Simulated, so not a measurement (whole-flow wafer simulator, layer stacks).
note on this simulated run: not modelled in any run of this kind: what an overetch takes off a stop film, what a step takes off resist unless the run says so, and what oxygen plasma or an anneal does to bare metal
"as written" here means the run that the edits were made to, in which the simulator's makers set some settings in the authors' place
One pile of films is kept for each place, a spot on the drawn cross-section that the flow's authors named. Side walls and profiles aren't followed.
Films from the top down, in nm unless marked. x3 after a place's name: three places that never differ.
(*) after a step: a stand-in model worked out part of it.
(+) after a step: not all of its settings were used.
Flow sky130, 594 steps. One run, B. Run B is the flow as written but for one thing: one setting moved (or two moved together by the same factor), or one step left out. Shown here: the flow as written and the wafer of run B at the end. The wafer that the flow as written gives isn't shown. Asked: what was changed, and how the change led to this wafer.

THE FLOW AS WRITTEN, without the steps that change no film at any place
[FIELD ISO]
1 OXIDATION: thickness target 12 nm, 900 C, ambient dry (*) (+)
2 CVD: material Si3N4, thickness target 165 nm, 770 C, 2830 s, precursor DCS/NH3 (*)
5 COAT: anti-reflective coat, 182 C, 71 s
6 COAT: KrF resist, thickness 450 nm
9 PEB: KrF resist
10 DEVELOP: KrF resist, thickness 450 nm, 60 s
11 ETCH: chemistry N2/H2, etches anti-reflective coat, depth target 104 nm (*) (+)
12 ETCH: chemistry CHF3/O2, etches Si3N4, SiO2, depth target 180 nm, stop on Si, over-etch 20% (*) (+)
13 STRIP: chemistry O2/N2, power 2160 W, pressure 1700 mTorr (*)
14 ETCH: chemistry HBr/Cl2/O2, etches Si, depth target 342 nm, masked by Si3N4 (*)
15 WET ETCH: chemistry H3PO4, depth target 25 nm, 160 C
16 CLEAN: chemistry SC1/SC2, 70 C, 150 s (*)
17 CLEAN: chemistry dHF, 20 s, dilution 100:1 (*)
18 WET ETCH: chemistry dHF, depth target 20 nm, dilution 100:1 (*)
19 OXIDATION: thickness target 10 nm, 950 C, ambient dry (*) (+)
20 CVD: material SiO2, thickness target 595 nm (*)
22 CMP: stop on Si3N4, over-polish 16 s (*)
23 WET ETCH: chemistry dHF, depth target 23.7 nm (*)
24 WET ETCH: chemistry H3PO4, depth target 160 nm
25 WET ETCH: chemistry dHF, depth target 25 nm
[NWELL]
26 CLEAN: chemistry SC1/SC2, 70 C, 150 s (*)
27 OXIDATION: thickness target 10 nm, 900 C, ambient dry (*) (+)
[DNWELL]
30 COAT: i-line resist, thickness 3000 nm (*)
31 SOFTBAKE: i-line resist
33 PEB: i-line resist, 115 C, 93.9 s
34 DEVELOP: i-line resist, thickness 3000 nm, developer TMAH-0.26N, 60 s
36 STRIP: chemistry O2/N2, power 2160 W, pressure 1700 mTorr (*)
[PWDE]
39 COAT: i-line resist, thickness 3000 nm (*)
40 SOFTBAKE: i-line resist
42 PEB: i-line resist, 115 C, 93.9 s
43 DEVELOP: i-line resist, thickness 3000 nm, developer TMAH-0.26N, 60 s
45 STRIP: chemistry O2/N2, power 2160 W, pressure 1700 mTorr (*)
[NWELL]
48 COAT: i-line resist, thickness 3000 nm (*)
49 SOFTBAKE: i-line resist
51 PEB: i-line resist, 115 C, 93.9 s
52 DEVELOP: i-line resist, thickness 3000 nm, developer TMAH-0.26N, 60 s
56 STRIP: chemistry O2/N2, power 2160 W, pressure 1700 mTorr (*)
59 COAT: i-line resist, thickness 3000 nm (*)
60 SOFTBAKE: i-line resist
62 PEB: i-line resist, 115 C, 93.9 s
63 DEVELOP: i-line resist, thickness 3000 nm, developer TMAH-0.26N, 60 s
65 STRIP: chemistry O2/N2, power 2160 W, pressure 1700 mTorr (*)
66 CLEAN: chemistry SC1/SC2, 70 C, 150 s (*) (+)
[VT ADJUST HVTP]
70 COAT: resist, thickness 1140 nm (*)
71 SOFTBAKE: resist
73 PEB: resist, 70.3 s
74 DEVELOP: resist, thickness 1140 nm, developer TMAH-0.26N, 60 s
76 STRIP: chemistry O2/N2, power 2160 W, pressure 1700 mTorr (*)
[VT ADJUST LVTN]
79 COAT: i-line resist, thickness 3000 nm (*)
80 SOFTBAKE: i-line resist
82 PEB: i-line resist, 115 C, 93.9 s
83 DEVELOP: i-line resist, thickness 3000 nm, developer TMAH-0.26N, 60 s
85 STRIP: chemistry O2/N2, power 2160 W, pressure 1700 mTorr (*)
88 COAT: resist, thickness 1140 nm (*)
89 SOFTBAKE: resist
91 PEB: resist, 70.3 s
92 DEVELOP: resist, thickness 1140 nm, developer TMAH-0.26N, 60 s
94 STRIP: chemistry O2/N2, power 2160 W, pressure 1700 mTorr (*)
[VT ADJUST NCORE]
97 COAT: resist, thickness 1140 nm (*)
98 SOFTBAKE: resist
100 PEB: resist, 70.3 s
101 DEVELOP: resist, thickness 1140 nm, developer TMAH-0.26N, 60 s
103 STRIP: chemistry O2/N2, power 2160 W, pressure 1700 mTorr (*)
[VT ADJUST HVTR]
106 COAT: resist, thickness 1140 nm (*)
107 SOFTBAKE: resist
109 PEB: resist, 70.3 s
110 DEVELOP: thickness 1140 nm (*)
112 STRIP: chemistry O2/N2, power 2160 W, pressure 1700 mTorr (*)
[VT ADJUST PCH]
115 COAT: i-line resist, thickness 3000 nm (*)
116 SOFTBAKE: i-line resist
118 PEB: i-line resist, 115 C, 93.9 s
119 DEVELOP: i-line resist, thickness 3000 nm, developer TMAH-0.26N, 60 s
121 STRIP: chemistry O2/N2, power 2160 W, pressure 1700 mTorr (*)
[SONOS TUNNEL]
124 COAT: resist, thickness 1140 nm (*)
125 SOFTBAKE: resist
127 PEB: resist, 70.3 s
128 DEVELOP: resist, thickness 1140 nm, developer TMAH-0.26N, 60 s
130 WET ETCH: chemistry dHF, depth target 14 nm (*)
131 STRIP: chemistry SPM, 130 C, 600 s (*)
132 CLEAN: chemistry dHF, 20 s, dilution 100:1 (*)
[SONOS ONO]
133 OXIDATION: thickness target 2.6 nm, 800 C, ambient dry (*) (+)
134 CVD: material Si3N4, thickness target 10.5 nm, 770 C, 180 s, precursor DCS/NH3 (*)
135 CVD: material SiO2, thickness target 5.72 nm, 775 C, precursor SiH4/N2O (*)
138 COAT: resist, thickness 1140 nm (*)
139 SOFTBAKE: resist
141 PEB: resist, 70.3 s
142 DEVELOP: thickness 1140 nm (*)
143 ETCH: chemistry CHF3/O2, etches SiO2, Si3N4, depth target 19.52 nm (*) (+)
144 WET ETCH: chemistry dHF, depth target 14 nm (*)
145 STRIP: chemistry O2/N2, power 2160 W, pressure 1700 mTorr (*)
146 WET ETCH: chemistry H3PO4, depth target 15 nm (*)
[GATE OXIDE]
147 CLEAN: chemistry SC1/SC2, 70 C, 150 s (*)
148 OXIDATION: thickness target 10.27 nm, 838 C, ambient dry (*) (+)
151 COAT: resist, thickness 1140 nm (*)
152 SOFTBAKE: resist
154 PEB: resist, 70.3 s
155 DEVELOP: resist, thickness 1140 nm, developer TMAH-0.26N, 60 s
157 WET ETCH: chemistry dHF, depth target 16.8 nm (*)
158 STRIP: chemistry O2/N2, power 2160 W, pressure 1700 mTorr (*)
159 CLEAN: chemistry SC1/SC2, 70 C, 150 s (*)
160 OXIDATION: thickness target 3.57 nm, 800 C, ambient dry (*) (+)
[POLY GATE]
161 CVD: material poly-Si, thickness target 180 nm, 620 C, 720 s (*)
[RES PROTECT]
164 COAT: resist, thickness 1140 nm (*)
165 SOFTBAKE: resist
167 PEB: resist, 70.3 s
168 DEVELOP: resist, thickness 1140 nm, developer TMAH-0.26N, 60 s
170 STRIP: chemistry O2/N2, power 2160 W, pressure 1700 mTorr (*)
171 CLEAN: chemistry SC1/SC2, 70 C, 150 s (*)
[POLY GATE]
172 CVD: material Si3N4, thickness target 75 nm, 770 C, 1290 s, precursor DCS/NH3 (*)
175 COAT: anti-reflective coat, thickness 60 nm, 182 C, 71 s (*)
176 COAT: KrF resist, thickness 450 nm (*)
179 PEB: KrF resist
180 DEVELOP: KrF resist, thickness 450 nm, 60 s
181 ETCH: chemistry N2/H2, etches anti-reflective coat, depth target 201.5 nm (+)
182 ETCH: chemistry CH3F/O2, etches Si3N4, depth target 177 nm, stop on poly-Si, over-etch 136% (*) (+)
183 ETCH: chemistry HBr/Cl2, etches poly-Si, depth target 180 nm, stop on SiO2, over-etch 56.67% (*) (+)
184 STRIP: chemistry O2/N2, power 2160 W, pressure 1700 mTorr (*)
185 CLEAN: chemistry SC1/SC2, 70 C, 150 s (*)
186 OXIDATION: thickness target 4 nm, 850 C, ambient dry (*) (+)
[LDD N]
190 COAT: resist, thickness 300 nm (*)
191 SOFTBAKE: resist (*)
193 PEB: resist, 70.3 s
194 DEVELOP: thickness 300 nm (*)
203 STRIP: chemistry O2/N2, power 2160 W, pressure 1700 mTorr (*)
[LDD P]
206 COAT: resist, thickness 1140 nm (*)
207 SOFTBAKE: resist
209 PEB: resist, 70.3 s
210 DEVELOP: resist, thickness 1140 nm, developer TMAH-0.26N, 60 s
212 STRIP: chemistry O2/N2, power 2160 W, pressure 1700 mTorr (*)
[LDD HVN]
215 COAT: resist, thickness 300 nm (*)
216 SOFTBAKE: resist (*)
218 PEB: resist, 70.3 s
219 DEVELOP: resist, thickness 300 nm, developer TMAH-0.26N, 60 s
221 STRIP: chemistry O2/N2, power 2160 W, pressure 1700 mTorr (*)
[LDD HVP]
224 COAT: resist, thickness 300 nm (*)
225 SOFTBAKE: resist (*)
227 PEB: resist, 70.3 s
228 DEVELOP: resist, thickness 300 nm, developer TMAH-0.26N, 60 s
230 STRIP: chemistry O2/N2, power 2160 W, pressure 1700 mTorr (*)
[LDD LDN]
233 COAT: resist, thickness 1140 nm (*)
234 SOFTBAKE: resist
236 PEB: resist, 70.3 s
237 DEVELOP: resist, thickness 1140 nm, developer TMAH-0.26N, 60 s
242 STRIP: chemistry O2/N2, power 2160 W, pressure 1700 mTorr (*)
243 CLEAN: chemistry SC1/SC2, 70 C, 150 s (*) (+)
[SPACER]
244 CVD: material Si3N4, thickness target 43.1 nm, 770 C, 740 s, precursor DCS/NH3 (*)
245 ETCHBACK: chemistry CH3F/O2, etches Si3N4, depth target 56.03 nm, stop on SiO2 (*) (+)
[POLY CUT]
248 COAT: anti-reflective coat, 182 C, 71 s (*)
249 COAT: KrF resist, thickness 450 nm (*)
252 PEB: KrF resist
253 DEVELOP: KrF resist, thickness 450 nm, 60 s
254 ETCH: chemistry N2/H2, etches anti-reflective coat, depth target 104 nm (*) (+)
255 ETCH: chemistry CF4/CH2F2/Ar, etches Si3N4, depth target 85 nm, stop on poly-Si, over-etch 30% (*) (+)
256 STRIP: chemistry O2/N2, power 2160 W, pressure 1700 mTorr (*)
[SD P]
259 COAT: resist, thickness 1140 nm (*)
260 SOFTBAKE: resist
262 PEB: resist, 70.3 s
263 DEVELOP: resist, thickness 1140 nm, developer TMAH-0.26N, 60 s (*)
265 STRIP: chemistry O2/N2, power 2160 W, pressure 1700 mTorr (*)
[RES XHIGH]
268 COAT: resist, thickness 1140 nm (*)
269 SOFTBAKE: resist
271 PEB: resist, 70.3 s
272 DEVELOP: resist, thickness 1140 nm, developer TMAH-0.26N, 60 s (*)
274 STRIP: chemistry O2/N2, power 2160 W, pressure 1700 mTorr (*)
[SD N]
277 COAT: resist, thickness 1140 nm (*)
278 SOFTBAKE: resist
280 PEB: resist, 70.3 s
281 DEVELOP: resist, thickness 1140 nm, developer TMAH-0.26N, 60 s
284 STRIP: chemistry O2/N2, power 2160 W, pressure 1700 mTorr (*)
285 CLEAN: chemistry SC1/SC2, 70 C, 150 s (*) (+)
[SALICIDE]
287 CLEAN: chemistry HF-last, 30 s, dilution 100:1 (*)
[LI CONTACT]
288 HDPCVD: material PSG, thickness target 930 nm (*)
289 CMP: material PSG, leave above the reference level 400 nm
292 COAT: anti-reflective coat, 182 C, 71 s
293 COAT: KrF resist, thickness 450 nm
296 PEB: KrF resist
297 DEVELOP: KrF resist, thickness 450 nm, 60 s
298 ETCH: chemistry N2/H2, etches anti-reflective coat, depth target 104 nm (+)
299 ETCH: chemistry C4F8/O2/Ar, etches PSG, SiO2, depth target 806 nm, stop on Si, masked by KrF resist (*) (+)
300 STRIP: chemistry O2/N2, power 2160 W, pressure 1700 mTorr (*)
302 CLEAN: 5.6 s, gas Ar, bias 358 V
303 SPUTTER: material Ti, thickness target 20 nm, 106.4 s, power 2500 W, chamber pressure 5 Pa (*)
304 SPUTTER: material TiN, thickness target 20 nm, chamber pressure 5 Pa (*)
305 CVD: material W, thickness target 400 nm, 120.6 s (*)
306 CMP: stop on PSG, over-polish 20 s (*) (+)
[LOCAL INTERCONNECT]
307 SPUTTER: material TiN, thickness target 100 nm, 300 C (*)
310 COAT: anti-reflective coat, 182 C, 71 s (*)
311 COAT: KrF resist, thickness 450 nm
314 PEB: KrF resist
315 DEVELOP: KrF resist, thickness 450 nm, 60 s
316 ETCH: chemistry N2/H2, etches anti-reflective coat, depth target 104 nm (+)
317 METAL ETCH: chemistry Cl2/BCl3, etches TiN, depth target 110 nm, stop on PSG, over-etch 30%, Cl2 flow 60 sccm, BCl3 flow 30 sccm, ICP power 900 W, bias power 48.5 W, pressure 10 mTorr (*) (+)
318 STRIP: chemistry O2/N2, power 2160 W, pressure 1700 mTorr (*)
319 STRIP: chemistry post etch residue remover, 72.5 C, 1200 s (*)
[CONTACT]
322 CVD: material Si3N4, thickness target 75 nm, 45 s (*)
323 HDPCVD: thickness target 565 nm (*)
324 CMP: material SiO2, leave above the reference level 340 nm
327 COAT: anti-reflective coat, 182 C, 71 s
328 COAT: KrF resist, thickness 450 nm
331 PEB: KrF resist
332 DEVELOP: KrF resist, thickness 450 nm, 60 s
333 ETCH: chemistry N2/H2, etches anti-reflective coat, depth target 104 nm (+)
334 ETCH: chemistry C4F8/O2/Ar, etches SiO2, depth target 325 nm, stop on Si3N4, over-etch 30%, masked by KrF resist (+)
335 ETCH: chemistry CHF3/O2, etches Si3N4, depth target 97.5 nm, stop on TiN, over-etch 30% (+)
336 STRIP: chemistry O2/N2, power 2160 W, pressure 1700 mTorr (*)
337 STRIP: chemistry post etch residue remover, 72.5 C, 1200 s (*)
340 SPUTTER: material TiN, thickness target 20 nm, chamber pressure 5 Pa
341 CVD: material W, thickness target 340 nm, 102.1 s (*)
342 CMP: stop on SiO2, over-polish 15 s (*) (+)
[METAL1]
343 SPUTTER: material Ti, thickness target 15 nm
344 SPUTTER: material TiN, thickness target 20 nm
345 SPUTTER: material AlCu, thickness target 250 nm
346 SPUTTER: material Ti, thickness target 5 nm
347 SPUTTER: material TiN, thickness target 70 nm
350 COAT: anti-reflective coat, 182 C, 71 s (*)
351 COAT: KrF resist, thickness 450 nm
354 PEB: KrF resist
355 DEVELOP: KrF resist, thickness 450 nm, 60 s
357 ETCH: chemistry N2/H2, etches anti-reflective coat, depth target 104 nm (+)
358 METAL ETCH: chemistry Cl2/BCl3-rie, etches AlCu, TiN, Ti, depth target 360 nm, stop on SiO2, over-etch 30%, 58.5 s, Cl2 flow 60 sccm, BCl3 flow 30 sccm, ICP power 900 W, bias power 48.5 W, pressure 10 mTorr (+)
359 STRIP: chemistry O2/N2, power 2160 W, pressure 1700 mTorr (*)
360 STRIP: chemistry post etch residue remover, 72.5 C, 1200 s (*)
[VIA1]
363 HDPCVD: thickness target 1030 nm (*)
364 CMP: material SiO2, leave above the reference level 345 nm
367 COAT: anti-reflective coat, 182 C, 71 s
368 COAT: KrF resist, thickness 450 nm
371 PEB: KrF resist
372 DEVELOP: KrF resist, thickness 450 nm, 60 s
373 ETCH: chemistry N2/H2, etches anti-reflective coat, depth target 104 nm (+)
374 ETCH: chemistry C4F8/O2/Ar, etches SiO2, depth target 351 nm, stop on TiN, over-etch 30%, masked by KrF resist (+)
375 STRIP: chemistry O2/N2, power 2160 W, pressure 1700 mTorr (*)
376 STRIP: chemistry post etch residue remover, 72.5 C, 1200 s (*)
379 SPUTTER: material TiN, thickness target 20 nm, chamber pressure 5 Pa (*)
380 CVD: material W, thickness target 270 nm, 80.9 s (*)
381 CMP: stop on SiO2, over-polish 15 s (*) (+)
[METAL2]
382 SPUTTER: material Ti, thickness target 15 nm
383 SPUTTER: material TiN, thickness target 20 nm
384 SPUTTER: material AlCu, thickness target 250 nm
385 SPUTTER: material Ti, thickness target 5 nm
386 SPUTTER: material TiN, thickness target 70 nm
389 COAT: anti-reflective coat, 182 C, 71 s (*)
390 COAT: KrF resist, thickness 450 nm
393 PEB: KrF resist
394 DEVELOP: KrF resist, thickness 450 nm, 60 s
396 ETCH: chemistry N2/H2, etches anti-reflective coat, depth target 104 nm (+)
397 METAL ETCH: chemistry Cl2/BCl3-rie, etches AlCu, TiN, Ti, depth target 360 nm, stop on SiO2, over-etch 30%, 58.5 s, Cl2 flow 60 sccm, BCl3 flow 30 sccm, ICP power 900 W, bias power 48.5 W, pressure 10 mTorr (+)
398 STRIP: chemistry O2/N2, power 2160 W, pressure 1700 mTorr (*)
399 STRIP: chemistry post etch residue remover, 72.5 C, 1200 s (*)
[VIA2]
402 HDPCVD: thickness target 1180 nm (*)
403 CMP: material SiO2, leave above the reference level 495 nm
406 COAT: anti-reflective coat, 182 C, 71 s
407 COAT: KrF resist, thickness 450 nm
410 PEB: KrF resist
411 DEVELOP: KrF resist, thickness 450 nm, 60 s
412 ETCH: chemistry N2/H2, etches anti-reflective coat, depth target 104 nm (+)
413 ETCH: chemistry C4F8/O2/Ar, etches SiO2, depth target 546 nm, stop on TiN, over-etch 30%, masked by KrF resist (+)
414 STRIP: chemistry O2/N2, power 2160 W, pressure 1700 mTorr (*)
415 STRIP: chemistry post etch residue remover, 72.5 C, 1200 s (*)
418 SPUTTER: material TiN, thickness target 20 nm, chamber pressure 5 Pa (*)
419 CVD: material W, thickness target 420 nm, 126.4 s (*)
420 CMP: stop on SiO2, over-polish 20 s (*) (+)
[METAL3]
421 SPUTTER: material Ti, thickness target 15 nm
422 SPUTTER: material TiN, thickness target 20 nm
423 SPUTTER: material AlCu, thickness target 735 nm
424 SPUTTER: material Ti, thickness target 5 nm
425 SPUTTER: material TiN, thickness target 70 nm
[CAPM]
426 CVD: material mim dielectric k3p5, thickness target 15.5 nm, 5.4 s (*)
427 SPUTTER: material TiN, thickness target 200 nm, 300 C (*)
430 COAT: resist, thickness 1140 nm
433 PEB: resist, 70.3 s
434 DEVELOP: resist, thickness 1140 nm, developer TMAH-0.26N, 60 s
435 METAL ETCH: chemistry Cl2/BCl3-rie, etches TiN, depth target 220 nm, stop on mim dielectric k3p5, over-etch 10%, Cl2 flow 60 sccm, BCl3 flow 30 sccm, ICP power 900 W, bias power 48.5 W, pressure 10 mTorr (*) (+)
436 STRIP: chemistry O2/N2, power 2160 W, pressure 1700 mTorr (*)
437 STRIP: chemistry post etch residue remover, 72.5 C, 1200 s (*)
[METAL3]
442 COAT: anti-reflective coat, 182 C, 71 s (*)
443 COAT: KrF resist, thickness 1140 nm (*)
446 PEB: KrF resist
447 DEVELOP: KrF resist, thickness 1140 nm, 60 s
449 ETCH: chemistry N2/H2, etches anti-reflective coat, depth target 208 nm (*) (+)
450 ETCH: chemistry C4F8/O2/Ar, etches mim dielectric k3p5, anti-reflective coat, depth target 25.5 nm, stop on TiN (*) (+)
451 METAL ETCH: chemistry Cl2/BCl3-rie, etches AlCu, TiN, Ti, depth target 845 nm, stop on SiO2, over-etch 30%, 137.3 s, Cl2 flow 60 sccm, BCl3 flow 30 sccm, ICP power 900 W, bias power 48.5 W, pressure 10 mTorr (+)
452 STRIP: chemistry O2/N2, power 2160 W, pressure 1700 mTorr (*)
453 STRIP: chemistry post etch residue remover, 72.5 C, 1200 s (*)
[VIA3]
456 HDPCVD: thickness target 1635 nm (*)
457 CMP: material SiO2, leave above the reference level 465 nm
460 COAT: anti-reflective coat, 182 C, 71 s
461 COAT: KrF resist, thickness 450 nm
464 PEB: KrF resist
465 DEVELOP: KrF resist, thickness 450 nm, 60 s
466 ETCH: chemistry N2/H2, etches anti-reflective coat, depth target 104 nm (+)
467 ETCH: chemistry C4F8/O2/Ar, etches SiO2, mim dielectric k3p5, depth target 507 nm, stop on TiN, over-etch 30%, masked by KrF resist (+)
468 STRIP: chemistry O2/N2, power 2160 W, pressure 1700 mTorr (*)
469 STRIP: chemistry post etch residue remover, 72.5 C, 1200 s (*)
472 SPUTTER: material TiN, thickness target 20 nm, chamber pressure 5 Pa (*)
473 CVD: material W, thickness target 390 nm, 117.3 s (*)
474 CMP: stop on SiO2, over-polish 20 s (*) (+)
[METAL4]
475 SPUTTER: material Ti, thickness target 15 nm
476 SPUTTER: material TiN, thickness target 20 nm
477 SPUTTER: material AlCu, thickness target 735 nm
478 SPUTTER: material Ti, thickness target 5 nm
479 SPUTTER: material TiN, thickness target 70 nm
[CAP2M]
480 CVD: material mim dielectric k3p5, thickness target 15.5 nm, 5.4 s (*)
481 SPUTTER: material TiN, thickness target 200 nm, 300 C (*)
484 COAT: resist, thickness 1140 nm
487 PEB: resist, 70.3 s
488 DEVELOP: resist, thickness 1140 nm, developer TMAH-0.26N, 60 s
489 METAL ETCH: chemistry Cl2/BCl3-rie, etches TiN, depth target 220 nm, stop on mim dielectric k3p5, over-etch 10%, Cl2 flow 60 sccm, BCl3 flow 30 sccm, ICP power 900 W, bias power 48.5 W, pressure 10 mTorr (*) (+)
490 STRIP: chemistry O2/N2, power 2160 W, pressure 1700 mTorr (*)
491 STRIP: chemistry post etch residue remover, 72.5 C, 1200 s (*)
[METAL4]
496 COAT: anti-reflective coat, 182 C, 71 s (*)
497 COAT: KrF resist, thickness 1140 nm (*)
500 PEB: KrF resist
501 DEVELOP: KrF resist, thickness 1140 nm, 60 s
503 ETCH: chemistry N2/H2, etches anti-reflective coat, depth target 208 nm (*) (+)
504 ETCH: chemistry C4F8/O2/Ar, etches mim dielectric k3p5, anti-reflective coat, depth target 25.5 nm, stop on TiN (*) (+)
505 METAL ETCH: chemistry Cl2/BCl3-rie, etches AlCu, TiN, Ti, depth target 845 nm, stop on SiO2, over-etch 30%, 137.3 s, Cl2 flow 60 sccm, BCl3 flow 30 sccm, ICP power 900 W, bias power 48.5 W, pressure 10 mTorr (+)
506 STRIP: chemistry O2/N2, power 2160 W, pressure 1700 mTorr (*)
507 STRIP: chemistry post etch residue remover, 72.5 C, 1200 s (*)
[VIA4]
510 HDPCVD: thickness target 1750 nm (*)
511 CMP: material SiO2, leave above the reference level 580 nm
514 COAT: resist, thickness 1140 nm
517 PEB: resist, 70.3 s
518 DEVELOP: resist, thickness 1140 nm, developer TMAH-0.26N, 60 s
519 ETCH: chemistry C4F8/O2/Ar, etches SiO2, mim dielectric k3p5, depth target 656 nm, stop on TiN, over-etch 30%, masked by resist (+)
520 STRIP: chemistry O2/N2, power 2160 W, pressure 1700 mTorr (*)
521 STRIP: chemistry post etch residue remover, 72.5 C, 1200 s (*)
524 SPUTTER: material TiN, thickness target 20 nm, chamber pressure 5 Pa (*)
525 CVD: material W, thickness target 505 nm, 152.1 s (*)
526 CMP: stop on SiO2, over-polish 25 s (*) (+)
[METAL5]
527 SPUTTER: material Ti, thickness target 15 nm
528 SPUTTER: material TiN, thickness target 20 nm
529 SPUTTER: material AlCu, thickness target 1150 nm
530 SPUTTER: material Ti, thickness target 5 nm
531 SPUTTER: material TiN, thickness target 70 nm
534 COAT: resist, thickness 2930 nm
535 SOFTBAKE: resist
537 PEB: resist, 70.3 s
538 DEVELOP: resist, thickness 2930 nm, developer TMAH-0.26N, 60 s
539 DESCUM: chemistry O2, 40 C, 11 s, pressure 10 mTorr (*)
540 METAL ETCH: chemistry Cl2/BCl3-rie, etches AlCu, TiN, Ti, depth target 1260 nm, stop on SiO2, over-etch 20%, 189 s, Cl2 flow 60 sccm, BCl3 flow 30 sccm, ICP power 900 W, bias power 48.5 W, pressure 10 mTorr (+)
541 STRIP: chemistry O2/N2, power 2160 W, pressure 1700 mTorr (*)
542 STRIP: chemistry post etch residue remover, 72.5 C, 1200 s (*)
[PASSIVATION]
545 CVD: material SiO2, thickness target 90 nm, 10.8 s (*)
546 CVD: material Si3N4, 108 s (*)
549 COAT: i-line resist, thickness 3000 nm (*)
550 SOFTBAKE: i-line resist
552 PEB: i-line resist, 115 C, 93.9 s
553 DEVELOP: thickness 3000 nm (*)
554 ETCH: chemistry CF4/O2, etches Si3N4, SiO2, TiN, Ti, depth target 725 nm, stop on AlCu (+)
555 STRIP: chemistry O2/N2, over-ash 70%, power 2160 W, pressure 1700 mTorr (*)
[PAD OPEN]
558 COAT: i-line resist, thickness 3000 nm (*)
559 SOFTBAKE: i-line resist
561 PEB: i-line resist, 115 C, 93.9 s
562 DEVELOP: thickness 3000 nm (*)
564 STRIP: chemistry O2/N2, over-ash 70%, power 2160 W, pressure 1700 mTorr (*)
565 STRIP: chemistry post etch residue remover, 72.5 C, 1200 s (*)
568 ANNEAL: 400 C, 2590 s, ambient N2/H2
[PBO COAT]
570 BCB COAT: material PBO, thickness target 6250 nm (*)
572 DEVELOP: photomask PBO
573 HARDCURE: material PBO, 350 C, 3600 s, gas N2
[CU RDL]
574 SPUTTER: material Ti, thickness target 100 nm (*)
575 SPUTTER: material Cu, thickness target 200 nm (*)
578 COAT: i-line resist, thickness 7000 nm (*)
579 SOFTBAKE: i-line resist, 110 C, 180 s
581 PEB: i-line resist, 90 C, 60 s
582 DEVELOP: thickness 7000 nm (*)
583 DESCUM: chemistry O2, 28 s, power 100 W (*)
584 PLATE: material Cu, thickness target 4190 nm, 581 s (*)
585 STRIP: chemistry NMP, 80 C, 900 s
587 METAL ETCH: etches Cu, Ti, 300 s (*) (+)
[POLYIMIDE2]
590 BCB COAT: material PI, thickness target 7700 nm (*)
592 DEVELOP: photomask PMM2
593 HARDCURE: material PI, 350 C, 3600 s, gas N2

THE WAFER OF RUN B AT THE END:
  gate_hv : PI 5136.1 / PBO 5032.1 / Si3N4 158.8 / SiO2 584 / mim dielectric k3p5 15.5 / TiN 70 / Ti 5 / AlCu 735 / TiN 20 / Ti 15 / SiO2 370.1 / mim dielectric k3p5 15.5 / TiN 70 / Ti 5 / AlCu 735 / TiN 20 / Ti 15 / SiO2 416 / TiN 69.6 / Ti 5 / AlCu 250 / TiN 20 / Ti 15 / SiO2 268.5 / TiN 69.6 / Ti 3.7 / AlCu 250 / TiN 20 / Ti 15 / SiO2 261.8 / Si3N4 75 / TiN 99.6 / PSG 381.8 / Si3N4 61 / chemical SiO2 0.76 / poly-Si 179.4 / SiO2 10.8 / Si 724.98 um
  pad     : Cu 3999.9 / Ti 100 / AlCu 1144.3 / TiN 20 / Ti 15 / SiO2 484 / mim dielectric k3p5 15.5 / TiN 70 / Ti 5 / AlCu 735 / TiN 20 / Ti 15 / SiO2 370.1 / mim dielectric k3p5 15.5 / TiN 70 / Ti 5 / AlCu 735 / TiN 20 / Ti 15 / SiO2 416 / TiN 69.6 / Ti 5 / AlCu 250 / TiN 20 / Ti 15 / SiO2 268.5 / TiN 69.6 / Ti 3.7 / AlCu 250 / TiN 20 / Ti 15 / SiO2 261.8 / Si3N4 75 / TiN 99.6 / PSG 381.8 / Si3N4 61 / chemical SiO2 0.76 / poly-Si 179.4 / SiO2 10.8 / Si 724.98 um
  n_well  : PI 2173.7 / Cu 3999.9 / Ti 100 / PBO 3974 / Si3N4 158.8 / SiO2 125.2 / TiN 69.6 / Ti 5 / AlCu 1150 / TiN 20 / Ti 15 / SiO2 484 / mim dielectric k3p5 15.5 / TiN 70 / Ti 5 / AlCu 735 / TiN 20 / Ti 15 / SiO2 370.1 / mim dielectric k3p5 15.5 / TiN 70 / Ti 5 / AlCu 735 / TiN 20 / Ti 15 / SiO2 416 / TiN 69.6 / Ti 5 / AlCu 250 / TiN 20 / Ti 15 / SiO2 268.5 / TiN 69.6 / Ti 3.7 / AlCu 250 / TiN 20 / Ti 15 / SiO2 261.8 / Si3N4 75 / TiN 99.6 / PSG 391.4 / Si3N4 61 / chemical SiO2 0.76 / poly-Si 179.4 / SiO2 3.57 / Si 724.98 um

The cause: step 346, SPUTTER: thickness target 3.7 nm was run, where the flow has thickness target 5 nm.
It can be read off the wafer: gate_hv has Ti 3.7, and step 346 as written asks for 5 nm.

How the change led to this, step by step:
  346 SPUTTER: material Ti, thickness target 5 nm
      field, active, n_well and 188 more: Ti +3.7 (new film) (as written it would be: Ti +5 (new film))
  358 METAL ETCH: chemistry Cl2/BCl3-rie, etches AlCu, TiN, Ti, depth target 360 nm, stop on SiO2, over-etch 30%, 58.5 s, Cl2 flow 60 sccm, BCl3 flow 30 sccm, ICP power 900 W, bias power 48.5 W, pressure 10 mTorr (+)
      field, active, gate and 81 more: TiN -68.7 (all of it), Ti -3.7 (all of it), AlCu -250 (all of it), TiN -20 (all of it), Ti -15 (all of it), SiO2 -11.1 (as written it would be: TiN -68.7 (all of it), Ti -5 (all of it), AlCu -250 (all of it), TiN -20 (all of it), Ti -15 (all of it), SiO2 -10.9)
